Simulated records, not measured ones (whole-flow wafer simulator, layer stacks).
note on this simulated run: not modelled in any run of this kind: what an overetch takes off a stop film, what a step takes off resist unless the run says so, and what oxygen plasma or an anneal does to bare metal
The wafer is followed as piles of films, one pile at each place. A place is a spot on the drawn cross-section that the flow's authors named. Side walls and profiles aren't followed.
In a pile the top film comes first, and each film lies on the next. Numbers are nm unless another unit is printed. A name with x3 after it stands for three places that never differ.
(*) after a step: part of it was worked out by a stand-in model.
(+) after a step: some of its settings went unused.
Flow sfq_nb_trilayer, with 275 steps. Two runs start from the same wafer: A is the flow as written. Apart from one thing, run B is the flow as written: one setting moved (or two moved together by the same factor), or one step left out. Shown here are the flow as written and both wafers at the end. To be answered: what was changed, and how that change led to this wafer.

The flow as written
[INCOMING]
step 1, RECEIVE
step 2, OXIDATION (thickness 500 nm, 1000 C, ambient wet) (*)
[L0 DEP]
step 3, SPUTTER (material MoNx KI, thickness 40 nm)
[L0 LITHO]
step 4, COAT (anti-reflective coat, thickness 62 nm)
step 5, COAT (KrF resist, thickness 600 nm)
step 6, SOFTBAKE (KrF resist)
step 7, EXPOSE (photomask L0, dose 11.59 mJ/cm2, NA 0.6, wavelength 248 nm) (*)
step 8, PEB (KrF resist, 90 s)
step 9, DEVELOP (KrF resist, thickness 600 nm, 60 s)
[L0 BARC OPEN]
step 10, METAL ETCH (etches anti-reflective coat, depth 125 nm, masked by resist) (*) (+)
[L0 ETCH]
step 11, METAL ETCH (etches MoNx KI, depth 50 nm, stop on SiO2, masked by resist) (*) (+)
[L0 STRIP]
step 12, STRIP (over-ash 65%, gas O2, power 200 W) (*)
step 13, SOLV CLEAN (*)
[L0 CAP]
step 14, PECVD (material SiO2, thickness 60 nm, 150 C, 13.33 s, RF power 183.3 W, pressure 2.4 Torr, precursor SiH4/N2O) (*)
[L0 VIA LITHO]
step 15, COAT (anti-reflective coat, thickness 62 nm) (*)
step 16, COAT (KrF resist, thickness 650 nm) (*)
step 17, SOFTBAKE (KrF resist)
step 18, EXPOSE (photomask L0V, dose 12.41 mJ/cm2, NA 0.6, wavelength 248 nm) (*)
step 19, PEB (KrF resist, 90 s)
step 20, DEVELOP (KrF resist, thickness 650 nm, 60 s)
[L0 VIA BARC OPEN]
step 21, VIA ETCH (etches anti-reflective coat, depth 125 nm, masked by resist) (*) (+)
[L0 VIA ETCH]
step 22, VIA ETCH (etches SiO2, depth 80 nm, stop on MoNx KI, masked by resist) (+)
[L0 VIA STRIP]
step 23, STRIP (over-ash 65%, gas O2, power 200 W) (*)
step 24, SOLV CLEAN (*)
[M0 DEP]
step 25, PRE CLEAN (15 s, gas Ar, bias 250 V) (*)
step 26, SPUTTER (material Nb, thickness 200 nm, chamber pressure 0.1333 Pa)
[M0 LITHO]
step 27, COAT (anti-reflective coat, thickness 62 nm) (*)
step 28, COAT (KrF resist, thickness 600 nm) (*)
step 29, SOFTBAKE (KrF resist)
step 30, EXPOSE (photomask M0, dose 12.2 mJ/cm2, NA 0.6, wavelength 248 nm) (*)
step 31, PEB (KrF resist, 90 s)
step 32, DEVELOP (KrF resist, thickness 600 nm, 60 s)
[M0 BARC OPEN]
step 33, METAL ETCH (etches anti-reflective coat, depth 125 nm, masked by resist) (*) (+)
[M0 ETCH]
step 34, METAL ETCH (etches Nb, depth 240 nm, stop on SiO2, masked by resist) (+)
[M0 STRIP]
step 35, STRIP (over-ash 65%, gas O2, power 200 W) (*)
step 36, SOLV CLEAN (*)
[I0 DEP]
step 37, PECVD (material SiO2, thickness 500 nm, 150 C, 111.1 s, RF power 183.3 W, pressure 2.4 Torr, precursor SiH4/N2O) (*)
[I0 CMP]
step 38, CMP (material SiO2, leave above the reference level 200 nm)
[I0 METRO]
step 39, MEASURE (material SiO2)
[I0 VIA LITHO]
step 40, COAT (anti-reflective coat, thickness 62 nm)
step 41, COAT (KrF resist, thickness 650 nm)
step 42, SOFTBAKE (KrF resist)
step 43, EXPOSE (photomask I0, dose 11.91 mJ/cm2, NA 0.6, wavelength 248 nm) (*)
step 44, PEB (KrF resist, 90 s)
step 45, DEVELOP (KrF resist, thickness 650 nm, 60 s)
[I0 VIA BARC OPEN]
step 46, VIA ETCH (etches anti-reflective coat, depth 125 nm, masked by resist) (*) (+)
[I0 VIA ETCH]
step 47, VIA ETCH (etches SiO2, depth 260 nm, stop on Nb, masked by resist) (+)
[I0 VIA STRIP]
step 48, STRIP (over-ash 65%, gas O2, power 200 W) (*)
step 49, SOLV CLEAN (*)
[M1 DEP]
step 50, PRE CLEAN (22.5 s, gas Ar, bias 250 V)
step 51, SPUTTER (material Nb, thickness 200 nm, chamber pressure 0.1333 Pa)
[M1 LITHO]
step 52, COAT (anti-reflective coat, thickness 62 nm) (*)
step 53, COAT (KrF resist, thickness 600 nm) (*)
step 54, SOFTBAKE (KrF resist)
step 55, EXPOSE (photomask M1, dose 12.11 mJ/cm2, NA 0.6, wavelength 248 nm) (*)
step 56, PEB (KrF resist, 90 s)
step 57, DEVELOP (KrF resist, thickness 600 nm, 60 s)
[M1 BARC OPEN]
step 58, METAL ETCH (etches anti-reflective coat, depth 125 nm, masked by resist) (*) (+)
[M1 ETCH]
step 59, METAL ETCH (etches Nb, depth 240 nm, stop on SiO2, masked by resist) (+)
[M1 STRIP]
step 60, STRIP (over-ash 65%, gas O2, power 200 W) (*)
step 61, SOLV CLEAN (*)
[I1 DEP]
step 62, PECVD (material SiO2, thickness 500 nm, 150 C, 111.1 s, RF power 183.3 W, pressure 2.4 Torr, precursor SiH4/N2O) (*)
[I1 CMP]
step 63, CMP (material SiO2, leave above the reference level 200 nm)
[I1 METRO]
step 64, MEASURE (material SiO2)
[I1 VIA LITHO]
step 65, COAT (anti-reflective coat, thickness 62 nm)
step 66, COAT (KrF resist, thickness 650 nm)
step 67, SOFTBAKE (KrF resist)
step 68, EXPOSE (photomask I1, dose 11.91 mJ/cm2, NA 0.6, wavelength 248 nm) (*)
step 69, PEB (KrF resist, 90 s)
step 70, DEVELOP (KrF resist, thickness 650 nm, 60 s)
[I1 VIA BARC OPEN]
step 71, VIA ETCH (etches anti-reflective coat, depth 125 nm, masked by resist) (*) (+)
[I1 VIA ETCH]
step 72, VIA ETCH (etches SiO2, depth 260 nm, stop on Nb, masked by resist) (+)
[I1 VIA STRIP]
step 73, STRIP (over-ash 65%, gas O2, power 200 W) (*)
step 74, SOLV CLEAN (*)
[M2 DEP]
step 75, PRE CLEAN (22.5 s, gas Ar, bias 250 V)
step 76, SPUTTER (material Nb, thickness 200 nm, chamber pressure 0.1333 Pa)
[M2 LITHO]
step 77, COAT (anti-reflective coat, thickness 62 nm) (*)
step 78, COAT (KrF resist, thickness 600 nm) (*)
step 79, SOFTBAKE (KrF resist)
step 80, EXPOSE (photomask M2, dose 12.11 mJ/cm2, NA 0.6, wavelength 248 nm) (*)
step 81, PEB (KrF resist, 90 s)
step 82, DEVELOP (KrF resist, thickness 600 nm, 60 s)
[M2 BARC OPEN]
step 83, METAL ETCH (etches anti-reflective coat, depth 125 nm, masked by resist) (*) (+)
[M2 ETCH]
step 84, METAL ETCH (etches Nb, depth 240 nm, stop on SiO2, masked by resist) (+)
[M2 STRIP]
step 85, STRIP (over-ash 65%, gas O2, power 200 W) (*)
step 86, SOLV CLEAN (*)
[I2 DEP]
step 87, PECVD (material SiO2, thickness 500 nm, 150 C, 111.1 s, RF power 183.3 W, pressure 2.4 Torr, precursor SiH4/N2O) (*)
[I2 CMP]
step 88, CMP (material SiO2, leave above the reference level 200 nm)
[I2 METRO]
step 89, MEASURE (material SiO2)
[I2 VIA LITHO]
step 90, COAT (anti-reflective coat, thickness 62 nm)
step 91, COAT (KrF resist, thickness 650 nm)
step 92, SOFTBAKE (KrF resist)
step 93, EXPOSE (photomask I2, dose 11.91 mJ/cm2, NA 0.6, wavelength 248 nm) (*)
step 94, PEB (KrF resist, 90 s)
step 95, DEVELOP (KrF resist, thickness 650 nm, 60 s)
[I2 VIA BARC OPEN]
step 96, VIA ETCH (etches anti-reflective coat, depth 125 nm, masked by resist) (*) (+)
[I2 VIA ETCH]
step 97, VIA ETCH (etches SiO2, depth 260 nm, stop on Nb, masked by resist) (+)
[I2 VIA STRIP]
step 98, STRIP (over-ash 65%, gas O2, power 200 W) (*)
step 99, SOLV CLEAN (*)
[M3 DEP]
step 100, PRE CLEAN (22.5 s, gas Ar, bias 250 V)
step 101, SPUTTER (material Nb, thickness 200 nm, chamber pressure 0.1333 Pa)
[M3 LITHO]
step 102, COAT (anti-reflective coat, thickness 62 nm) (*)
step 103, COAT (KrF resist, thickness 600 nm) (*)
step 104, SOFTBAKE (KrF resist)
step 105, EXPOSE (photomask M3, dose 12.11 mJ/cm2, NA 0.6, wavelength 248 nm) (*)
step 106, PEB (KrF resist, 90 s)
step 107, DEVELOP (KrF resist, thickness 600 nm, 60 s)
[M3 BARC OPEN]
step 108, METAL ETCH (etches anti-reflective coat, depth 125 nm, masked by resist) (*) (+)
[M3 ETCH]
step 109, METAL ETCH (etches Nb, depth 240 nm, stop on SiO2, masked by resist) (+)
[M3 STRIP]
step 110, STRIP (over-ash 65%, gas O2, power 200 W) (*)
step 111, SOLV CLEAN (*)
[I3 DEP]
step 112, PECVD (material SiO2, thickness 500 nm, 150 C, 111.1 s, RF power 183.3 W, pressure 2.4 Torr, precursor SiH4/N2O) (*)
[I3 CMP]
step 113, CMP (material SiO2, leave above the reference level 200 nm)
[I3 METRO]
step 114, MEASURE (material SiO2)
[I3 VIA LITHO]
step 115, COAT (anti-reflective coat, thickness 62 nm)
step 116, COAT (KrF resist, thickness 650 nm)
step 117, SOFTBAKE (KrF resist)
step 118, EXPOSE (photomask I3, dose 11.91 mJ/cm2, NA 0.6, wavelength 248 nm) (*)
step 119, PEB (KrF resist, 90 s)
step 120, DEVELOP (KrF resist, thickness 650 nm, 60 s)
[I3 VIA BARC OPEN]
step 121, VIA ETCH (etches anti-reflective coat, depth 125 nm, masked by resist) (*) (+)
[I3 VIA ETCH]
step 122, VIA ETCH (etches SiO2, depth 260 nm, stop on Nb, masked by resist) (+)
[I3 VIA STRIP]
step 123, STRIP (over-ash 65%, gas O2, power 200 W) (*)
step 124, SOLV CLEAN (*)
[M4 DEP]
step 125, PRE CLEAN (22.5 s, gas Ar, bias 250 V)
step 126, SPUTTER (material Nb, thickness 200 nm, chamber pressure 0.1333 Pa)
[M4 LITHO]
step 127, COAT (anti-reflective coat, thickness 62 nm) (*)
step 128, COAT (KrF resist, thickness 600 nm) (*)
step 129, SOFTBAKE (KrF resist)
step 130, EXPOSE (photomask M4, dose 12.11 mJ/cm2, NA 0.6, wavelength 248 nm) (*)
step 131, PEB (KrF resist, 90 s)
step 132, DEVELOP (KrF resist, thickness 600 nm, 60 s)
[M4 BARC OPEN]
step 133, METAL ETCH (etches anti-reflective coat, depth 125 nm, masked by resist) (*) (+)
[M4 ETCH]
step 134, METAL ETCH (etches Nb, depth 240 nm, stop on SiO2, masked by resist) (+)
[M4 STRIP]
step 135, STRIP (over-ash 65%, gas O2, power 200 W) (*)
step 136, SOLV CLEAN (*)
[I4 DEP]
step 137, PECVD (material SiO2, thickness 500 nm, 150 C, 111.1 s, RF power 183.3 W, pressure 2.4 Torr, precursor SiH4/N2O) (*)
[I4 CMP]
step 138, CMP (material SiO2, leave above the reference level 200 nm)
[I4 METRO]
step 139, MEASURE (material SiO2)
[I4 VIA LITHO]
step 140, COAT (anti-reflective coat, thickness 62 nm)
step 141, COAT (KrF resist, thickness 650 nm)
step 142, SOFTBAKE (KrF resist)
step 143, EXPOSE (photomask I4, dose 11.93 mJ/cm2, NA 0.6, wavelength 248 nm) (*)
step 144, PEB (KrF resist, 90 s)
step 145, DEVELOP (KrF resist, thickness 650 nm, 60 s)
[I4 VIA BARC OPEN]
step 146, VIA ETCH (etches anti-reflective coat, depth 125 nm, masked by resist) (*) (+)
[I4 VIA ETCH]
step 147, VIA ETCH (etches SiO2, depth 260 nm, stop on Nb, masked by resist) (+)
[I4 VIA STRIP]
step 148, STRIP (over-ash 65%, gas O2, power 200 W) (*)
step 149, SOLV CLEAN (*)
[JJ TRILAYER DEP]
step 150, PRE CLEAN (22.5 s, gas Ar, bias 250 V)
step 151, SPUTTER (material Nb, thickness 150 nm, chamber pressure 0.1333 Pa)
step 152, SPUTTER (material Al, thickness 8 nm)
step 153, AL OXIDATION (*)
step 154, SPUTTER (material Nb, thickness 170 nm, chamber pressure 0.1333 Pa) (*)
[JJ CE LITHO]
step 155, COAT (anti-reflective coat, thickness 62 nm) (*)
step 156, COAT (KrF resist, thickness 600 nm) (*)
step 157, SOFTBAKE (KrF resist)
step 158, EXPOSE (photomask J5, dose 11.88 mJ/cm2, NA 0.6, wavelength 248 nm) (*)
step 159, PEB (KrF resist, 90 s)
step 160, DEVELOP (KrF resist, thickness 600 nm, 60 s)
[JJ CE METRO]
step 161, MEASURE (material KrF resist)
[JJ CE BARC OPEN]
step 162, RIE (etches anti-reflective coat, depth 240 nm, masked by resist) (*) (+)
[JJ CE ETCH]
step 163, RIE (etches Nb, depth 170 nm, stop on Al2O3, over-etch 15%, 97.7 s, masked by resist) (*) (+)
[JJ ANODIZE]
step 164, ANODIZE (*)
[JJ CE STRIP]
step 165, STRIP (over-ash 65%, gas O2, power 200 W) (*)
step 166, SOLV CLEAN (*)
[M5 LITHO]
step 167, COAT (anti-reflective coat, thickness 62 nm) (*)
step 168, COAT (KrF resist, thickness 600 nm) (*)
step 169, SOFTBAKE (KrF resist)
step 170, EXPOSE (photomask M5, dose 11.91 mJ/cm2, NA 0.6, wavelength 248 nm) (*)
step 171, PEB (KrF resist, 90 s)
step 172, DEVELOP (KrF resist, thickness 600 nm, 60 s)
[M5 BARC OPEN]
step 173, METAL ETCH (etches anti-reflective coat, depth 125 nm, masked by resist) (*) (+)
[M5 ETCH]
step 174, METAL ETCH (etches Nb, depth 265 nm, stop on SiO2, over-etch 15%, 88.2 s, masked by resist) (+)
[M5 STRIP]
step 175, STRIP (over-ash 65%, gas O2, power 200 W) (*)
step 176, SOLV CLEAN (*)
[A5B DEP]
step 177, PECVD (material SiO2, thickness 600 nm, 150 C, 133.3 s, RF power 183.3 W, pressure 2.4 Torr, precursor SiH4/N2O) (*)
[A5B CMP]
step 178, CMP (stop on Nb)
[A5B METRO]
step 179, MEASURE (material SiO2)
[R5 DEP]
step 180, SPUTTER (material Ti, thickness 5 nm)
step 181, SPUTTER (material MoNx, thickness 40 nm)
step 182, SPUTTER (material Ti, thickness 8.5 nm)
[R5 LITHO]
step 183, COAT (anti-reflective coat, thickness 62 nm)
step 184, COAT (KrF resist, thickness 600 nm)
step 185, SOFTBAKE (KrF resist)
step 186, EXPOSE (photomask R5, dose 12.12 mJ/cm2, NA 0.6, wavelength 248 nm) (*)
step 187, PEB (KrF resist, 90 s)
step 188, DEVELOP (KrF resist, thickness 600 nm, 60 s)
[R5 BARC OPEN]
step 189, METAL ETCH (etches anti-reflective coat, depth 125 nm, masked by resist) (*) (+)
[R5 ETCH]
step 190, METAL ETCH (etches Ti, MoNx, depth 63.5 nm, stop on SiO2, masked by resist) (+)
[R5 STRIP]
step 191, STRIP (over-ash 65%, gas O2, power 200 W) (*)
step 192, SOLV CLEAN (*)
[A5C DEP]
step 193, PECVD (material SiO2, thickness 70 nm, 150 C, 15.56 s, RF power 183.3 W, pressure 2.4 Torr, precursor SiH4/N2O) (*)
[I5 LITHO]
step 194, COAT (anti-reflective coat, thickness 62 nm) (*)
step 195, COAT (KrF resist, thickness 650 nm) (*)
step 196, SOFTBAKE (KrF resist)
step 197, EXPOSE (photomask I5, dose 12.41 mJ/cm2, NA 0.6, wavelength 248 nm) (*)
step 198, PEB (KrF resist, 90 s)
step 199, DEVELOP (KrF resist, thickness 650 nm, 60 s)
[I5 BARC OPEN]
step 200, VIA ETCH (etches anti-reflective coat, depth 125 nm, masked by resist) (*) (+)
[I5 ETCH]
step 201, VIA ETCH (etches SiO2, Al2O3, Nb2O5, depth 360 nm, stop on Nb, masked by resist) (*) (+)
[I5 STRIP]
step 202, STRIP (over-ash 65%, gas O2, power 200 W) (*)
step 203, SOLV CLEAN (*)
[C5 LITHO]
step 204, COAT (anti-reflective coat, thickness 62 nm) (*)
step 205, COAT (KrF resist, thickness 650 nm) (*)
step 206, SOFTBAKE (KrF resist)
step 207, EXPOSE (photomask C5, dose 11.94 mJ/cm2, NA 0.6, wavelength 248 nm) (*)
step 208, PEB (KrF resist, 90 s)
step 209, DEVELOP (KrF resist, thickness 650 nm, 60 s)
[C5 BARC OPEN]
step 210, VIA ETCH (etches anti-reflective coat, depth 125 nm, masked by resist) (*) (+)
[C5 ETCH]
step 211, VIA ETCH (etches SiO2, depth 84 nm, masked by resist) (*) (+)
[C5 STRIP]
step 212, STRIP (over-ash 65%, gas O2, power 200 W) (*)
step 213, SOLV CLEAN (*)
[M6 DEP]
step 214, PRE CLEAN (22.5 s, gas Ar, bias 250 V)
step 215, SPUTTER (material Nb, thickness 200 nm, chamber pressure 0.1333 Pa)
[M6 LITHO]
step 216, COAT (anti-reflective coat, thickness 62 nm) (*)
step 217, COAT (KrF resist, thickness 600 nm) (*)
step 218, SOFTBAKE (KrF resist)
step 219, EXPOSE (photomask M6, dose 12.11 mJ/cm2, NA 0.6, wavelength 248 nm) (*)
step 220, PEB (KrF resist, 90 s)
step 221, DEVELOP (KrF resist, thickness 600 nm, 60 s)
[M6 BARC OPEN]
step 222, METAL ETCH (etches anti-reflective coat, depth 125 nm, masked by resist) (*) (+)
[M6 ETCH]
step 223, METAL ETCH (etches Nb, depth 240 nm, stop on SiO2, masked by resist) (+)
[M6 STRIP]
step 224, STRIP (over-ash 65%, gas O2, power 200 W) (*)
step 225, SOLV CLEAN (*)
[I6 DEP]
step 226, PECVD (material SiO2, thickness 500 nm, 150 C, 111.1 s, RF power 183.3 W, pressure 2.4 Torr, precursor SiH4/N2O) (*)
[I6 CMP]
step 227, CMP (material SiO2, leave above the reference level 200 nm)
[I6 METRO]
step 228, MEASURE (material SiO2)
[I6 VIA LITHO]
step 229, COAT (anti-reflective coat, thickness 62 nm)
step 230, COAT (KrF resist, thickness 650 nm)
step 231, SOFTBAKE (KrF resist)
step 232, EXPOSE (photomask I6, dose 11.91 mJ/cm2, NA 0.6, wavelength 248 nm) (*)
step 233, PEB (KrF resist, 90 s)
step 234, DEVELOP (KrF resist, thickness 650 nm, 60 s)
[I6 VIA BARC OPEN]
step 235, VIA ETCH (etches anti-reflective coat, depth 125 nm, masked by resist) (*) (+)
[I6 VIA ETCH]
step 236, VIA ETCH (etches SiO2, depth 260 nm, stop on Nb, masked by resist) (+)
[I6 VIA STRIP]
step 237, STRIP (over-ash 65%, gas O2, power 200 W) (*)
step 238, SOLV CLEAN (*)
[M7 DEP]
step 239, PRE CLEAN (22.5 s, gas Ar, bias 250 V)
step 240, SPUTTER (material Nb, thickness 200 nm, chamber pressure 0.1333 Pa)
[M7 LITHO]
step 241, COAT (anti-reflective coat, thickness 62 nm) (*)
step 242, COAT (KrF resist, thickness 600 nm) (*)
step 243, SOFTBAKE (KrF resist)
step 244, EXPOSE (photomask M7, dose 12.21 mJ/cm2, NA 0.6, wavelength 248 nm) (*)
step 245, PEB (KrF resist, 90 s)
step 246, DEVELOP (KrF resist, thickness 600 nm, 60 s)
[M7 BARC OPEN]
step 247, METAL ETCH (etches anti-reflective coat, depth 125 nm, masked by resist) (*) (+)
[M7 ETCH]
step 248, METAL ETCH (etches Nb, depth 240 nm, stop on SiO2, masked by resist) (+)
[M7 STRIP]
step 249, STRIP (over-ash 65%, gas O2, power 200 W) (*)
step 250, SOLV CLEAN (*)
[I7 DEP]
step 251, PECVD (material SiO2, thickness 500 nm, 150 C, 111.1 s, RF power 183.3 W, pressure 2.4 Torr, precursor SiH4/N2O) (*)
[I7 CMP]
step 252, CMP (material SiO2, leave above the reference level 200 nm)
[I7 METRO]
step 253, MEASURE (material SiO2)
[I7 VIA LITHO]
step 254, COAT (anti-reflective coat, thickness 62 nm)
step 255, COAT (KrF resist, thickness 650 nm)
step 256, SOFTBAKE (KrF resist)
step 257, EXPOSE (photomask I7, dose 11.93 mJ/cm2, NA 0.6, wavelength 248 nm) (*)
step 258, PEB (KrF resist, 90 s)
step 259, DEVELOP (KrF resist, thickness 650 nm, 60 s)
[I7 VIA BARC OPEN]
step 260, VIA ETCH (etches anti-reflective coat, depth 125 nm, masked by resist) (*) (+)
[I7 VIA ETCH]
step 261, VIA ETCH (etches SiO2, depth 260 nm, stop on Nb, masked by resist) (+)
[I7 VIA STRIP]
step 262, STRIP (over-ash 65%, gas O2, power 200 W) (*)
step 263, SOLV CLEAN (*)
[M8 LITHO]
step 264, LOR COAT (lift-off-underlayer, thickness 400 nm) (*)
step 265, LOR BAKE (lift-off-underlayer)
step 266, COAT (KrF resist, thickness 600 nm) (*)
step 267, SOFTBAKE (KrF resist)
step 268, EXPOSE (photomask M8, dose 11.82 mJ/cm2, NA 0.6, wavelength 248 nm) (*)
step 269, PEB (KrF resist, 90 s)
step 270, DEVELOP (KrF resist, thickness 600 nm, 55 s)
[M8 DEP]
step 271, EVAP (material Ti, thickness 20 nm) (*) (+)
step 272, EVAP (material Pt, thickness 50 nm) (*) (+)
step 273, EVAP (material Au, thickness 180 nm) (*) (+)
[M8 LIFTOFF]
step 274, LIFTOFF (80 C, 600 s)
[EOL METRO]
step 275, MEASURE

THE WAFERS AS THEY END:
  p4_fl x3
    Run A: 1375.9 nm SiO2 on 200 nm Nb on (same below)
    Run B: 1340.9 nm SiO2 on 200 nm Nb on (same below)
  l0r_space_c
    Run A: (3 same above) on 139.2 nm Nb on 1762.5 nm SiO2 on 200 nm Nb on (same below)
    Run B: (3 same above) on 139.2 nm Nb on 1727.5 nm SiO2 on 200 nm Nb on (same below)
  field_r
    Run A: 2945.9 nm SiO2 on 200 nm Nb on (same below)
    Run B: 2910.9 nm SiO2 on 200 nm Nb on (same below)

The reason: step 138, CMP: leave above the reference level 165 nm was run, whereas the flow has leave above the reference level 200 nm.

How this came from the change, step by step:
  step 138, CMP (material SiO2, leave above the reference level 200 nm)
      field_l, be, be_sur and 55 more: A SiO2 loses 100 | B SiO2 loses 135
      v_sur, via_wl, via_w and 35 more: A SiO2 loses 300 | B SiO2 loses 335
      (as well as at 10 more places)
  step 147, VIA ETCH (etches SiO2, depth 260 nm, stop on Nb, masked by resist) (+)
      field_l, v_sur, via_sp and 100 more: A KrF resist loses 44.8 | B KrF resist loses 42.6
      via_wl, via_w, via_wr: A SiO2 loses 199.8 (all of it) | B SiO2 loses 164.8 (all of it)
  step 151, SPUTTER (material Nb, thickness 150 nm, chamber pressure 0.1333 Pa)
      via_wl, via_w, via_wr: A Nb gains 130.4 | B Nb gains 134.5
  step 154, SPUTTER (material Nb, thickness 170 nm, chamber pressure 0.1333 Pa) (*)
      via_wl, via_wr: A Nb gains 140.7 (new film) | B Nb gains 146.8 (new film)
      via_w: A Nb gains 141 (new film) | B Nb gains 147.1 (new film)
  step 155, COAT (anti-reflective coat, thickness 62 nm) (*)
      via_wl, via_wr: A anti-reflective coat gains 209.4 (new film) | B anti-reflective coat gains 175.6 (new film)
      v_sur: A anti-reflective coat gains 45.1 (new film) | B anti-reflective coat gains 46.6 (new film)
      (as well as at 2 more places)
  step 156, COAT (KrF resist, thickness 600 nm) (*)
      via_w: A KrF resist gains 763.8 (new film) | B KrF resist gains 730.5 (new film)
  step 160, DEVELOP (KrF resist, thickness 600 nm, 60 s)
      via_w: A KrF resist loses 762.1 (all of it) | B KrF resist loses 728.9 (all of it)
  step 162, RIE (etches anti-reflective coat, depth 240 nm, masked by resist) (*) (+)
      ce_l, c5j, ce_r, wl_jj: A KrF resist loses 209.4 | B KrF resist loses 175.6
      via_wl, via_wr: A anti-reflective coat loses 209.4 (all of it) | B anti-reflective coat loses 175.6 (all of it)
      (as well as at 3 more places)
  step 163, RIE (etches Nb, depth 170 nm, stop on Al2O3, over-etch 15%, 97.7 s, masked by resist) (*) (+)
      via_wl, via_wr: A Nb loses 140.7 (all of it), Al2O3 loses 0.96 (all of it) | B Nb loses 146.8 (all of it), Al2O3 loses 0.96 (all of it)
      via_w: A Nb loses 141 (all of it), Al2O3 loses 0.96 (all of it) | B Nb loses 147.1 (all of it), Al2O3 loses 0.96 (all of it)
  step 164, ANODIZE (*)
      via_w: A Al2O3 gains 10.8 (new film), Nb2O5 gains 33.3 (new film), Al loses 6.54 (all of it), Nb loses 12 | B Al2O3 gains 11.2 (new film), Nb2O5 gains 32.6 (new film), Al loses 6.78 (all of it), Nb loses 11.7
  step 165, STRIP (over-ash 65%, gas O2, power 200 W) (*)
      ce_l: A KrF resist loses 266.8 (all of it), anti-reflective coat loses 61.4 (all of it) | B KrF resist loses 300.8 (all of it), anti-reflective coat loses 61.5 (all of it)
      c5j: A KrF resist loses 266.9 (all of it), anti-reflective coat loses 61.5 (all of it) | B KrF resist loses 300.8 (all of it), anti-reflective coat loses 61.6 (all of it)
      (as well as at 2 more places)
  step 167, COAT (anti-reflective coat, thickness 62 nm) (*)
      v_sur: A anti-reflective coat gains 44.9 (new film) | B anti-reflective coat gains 43.2 (new film)
      via_wl: A anti-reflective coat gains 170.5 (new film) | B anti-reflective coat gains 133 (new film)
      (as well as at 2 more places)
  step 168, COAT (KrF resist, thickness 600 nm) (*)
      via_w: A KrF resist gains 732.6 (new film) | B KrF resist gains 710.6 (new film)
  step 175, STRIP (over-ash 65%, gas O2, power 200 W) (*)
      v_sur: A KrF resist loses 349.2 (all of it), anti-reflective coat loses 44.9 (all of it) | B KrF resist loses 355.1 (all of it), anti-reflective coat loses 43.2 (all of it)
      via_wl: A KrF resist loses 427 (all of it), anti-reflective coat loses 170.5 (all of it) | B KrF resist loses 431.8 (all of it), anti-reflective coat loses 133 (all of it)
      (as well as at 2 more places)
  step 178, CMP (stop on Nb)
      via_wl, via_wr: A SiO2 loses 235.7 | B SiO2 loses 274.7
      via_w: A SiO2 loses 235.2 | B SiO2 loses 274.2
